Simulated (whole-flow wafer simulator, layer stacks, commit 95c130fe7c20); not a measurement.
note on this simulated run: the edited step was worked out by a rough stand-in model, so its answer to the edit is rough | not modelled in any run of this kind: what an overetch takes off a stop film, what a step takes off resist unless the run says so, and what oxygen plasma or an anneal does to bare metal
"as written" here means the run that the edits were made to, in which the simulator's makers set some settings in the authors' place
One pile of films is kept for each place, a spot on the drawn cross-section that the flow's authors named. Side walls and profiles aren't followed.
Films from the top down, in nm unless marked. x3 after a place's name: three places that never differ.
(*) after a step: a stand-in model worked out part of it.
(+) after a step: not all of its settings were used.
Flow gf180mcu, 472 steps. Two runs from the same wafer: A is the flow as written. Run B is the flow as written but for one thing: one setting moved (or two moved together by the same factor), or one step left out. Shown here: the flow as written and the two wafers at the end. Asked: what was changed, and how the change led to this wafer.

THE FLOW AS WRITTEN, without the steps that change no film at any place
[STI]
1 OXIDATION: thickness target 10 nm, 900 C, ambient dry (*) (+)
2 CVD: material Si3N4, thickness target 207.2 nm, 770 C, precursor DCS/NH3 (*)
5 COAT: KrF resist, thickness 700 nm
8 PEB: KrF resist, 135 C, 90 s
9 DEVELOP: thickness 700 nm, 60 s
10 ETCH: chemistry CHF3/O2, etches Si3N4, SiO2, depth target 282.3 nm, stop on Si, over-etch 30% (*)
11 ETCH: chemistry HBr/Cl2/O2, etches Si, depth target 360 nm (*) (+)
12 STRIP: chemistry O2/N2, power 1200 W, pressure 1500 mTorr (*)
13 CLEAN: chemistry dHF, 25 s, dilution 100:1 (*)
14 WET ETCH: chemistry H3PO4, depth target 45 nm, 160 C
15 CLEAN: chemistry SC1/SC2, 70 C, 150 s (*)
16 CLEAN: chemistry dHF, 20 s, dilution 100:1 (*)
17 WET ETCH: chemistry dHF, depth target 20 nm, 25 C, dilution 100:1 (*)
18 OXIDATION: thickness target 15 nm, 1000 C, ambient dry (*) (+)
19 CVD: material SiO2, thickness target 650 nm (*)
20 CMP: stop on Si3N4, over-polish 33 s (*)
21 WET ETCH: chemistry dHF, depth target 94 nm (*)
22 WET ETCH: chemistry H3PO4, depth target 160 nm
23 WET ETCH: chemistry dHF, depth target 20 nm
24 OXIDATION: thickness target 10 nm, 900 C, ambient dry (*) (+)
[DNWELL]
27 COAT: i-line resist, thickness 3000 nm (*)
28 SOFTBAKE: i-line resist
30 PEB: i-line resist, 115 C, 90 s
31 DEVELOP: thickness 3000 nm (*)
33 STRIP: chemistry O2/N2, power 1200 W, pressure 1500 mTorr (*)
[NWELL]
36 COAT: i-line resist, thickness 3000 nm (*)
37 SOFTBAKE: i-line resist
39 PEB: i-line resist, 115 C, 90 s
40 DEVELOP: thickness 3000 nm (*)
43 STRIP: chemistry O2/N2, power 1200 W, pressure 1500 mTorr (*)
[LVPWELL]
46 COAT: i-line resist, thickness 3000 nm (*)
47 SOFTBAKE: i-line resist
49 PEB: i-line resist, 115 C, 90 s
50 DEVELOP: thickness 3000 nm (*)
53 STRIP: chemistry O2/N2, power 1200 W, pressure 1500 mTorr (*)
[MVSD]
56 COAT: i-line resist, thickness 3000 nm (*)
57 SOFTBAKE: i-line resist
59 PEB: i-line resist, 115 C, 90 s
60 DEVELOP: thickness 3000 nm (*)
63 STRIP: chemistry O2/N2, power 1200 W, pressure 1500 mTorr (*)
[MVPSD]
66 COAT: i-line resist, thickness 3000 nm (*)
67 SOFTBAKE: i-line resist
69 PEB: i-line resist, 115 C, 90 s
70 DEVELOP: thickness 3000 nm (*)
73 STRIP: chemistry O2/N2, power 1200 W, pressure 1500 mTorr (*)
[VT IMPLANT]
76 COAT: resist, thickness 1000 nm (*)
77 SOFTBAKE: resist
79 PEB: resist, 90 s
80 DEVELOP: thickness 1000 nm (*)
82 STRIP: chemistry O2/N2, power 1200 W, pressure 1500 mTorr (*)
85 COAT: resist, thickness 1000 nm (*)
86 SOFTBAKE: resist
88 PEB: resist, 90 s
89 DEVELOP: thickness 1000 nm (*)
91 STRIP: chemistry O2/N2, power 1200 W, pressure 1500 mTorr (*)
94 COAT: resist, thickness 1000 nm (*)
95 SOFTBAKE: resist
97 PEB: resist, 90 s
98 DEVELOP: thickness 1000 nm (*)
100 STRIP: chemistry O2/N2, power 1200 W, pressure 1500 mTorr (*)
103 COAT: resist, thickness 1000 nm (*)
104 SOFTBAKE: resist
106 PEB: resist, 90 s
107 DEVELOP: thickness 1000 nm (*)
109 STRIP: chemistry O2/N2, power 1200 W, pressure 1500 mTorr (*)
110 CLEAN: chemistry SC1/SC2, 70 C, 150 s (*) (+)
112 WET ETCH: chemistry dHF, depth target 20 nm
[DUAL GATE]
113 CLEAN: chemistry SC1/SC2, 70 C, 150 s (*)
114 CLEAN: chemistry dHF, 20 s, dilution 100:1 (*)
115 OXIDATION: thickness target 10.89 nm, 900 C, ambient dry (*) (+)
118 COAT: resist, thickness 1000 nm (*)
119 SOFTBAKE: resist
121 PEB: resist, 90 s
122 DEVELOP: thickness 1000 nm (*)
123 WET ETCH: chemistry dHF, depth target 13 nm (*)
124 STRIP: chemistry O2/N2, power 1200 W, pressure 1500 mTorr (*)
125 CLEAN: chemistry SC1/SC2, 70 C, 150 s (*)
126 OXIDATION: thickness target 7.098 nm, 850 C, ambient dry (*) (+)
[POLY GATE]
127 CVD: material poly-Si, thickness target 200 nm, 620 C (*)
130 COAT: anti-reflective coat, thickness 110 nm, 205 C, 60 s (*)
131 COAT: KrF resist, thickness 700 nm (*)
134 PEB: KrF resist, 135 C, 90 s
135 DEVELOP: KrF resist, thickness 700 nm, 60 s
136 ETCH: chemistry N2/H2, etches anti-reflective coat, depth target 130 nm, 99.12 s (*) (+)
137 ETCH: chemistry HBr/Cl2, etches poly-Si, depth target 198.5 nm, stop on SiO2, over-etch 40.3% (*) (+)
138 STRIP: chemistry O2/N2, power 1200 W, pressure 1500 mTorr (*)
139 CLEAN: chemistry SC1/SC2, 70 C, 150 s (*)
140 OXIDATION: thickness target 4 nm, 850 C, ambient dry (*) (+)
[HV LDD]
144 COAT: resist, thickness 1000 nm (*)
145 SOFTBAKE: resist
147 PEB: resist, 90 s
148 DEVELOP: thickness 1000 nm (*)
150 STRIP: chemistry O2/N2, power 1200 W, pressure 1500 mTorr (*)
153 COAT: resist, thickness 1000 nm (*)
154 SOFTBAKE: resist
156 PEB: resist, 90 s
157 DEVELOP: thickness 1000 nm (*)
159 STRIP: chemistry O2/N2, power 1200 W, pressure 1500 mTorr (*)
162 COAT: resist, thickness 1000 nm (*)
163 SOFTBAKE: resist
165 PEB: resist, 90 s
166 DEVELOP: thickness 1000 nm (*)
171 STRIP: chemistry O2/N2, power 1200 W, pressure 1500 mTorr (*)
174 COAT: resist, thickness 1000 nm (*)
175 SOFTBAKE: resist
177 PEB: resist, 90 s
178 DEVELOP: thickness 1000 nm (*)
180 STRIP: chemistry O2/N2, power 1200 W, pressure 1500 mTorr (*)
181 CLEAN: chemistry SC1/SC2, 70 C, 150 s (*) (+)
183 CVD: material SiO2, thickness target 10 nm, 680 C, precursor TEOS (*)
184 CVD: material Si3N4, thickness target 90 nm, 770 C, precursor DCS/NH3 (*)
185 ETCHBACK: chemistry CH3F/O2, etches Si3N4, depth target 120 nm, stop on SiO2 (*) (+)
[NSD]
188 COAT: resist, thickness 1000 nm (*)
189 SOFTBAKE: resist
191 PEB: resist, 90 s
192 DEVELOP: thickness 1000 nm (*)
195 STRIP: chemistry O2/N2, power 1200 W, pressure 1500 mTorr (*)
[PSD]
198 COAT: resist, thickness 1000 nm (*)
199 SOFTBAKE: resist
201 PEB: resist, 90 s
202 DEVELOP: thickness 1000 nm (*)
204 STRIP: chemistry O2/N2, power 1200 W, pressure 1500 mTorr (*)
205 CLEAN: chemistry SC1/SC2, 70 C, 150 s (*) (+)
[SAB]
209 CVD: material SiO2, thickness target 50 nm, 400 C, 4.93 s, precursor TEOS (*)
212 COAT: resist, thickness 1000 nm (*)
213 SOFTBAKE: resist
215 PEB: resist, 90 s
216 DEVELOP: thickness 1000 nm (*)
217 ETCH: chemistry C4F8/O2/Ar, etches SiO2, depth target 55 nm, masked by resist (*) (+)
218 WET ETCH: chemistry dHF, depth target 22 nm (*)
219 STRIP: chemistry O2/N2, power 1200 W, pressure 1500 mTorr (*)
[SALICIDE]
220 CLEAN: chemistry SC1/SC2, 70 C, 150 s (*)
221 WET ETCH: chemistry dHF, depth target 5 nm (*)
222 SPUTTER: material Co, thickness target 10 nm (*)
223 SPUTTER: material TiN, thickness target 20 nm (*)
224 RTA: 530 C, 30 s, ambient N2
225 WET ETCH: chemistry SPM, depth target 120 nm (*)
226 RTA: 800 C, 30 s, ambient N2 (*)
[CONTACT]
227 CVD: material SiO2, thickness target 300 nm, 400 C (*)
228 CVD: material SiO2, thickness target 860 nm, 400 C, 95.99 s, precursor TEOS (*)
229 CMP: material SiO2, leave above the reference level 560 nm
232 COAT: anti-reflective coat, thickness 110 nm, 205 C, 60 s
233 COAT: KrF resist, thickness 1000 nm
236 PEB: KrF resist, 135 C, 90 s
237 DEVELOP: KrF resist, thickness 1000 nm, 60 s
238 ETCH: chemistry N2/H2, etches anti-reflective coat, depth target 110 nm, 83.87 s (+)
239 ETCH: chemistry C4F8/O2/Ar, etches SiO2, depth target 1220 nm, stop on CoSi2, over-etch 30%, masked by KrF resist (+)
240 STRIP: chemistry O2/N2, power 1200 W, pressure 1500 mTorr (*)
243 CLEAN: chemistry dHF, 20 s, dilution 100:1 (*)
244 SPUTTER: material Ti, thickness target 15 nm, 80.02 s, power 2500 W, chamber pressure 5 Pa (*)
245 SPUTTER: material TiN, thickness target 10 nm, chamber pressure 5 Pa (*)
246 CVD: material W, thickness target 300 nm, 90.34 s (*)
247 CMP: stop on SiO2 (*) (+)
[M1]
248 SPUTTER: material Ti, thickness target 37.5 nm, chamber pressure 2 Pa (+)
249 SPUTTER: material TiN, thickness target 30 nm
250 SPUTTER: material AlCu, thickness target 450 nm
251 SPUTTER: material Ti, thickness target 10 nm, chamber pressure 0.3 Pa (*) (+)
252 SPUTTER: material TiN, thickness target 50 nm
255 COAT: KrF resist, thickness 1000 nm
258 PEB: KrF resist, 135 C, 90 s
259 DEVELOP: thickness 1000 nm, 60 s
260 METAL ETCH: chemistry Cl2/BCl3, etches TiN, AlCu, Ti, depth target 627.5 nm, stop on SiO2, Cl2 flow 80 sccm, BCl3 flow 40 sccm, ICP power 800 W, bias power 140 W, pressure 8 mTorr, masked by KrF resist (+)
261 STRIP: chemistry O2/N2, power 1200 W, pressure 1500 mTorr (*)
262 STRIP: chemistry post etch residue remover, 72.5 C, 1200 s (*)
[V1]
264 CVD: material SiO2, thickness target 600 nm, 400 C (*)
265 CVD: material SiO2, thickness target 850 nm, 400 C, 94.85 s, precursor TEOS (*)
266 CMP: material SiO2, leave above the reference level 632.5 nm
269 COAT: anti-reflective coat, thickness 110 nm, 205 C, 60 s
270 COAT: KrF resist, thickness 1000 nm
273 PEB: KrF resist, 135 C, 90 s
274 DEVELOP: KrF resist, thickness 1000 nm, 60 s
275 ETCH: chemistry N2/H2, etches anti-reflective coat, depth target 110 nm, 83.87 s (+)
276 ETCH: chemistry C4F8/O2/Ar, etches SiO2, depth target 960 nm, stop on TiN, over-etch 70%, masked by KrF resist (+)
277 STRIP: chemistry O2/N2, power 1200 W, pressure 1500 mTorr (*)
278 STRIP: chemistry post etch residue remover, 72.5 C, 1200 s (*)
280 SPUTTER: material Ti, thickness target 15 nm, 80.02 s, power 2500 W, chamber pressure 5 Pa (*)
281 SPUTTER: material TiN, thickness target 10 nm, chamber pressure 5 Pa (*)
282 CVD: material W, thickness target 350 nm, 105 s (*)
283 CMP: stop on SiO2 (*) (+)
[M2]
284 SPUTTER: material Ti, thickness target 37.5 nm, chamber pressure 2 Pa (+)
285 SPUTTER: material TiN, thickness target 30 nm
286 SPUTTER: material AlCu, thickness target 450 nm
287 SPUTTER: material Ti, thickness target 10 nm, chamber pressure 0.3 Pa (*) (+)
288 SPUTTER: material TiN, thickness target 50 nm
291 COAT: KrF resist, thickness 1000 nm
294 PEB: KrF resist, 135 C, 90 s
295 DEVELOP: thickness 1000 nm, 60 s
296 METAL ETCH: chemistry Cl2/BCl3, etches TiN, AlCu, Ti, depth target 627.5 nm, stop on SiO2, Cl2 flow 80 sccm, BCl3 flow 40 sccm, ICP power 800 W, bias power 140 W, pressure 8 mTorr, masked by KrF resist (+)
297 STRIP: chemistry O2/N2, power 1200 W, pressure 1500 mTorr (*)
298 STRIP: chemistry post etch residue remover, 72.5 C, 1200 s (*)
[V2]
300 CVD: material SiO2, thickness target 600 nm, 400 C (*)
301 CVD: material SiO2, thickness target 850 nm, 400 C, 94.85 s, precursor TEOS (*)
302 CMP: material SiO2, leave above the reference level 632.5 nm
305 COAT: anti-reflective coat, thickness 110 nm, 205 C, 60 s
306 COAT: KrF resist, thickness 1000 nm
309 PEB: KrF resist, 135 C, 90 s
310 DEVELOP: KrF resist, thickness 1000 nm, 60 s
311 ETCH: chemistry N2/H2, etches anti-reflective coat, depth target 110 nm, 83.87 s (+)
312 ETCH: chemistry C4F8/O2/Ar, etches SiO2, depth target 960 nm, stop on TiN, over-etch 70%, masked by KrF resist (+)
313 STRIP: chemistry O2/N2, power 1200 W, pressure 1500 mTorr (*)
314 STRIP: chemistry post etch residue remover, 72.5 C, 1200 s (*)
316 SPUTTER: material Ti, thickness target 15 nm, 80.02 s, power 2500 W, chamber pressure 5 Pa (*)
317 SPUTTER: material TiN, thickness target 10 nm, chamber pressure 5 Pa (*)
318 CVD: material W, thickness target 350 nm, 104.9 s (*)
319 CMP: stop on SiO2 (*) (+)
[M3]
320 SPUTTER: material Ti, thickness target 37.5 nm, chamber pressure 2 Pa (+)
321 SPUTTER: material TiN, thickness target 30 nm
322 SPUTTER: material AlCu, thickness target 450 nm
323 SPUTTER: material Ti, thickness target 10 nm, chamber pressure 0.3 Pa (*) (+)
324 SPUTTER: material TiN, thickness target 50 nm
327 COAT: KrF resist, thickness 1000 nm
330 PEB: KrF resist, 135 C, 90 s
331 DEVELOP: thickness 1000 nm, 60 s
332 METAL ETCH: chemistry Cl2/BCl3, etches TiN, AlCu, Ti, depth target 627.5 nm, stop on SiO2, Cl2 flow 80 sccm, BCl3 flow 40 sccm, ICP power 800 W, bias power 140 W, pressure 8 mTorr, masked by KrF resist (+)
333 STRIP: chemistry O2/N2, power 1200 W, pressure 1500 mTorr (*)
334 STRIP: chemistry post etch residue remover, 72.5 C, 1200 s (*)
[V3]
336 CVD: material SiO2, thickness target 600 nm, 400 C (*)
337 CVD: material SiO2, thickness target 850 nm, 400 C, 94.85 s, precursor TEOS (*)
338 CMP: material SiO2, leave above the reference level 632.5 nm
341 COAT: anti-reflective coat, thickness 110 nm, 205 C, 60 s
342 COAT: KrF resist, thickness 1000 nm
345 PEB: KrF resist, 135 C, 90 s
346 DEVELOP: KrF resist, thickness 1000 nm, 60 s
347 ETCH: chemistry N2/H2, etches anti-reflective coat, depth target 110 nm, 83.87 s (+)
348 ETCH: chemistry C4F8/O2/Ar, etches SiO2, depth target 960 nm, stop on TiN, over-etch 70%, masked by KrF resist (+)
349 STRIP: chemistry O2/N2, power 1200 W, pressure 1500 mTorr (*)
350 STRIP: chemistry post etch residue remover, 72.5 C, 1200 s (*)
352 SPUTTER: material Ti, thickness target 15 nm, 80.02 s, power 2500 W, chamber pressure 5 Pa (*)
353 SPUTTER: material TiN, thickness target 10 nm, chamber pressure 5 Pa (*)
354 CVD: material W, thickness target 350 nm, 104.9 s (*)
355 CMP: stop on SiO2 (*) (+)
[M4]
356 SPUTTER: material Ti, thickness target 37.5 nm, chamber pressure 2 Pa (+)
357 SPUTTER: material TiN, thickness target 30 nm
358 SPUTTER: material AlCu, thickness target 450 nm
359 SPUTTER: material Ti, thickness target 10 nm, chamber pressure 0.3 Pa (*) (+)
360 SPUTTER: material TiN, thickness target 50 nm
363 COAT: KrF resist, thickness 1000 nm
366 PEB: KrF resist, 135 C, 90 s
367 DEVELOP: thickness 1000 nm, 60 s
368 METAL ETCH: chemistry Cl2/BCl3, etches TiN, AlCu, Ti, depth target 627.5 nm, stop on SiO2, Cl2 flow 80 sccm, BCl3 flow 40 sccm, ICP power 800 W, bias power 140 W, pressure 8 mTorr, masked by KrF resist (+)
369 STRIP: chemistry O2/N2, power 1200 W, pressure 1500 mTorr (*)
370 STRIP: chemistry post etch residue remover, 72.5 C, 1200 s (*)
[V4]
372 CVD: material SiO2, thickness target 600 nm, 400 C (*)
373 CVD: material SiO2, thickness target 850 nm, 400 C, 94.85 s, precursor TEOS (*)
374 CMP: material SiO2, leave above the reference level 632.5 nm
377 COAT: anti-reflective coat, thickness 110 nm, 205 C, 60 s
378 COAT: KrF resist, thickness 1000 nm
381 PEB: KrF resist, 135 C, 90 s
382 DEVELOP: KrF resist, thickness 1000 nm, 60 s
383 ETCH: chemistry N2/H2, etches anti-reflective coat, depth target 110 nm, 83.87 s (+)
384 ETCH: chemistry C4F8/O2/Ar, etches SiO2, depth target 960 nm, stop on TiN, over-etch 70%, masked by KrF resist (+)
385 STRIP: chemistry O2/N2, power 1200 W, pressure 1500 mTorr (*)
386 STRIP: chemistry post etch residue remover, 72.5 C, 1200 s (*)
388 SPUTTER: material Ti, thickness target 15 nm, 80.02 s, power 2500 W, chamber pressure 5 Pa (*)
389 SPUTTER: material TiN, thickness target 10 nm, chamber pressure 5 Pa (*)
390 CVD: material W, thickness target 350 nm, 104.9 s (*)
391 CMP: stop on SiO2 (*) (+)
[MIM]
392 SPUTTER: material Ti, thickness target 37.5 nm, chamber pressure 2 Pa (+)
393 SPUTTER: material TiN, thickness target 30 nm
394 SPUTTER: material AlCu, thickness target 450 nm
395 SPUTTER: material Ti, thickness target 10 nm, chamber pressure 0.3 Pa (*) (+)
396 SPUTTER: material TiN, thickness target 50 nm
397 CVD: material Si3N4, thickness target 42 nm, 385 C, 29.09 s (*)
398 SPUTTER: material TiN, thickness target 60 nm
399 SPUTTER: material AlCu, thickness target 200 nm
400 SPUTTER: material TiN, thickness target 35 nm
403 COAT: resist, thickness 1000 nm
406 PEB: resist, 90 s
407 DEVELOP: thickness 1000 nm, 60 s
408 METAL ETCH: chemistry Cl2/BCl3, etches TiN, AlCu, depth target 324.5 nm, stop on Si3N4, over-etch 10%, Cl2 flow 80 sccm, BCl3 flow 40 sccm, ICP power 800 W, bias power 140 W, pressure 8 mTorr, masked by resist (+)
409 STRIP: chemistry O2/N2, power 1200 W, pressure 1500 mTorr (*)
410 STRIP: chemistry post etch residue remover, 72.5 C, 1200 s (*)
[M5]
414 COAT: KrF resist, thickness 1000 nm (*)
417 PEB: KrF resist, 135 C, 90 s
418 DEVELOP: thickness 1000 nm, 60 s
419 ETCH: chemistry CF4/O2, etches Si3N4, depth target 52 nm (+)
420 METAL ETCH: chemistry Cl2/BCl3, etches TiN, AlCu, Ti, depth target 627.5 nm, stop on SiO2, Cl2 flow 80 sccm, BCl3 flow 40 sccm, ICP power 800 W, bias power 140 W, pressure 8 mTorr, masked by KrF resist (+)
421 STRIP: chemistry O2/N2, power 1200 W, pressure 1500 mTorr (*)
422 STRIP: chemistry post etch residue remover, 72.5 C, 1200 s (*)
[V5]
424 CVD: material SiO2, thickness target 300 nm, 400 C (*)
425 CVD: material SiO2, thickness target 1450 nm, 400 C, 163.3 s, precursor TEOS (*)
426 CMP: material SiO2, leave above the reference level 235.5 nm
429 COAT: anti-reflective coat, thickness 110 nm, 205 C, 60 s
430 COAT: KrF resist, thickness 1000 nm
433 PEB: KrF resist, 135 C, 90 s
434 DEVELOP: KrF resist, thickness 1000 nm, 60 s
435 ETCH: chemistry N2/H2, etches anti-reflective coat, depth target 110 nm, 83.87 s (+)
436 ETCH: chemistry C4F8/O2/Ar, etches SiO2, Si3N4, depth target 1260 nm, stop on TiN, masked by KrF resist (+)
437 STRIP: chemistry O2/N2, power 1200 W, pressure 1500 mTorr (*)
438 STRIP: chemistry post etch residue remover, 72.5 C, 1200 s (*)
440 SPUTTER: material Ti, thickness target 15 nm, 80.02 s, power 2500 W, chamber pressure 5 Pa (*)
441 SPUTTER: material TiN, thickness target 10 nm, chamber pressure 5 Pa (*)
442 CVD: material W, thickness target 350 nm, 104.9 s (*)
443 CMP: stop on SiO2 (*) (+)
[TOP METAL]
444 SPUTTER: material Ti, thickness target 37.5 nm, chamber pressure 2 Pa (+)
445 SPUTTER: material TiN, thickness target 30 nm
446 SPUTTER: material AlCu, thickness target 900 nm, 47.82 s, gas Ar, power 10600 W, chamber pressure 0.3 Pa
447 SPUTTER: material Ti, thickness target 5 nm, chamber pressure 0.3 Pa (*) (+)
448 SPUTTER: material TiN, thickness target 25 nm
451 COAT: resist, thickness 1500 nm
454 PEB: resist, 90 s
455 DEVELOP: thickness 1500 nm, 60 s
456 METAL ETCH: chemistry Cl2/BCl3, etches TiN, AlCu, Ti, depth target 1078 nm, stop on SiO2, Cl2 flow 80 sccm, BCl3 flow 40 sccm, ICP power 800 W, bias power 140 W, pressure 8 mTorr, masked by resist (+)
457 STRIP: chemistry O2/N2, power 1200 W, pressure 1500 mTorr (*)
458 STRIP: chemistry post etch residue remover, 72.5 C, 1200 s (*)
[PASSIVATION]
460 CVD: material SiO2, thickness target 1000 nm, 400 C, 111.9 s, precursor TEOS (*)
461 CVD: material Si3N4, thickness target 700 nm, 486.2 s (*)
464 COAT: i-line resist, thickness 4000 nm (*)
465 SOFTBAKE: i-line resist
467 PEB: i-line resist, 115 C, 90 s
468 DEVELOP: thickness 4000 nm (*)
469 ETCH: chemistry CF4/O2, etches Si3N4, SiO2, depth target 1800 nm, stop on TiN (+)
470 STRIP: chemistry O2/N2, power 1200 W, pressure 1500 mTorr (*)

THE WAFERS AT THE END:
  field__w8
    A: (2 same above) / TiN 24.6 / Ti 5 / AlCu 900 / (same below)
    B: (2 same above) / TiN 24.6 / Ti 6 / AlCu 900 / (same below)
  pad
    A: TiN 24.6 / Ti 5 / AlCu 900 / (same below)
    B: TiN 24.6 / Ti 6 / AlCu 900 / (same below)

The cause: step 447, SPUTTER: thickness target 6 nm was run, where the flow has thickness target 5 nm.
It can be read off the wafer: field__w8 has Ti 6, and step 447 as written asks for 5 nm.

How the change led to this, step by step:
  447 SPUTTER: material Ti, thickness target 5 nm, chamber pressure 0.3 Pa (*) (+)
      field, field__w1, field__w2 and 109 more: A Ti +5 (new film) | B Ti +6 (new film)
  456 METAL ETCH: chemistry Cl2/BCl3, etches TiN, AlCu, Ti, depth target 1078 nm, stop on SiO2, Cl2 flow 80 sccm, BCl3 flow 40 sccm, ICP power 800 W, bias power 140 W, pressure 8 mTorr, masked by resist (+)
      field, field__w1, field__w2 and 103 more: A TiN -25 (all of it), Ti -5 (all of it), AlCu -900 (all of it), TiN -30 (all of it), Ti -37.5 (all of it) | B TiN -25 (all of it), Ti -6 (all of it), AlCu -900 (all of it), TiN -30 (all of it), Ti -37.5 (all of it)
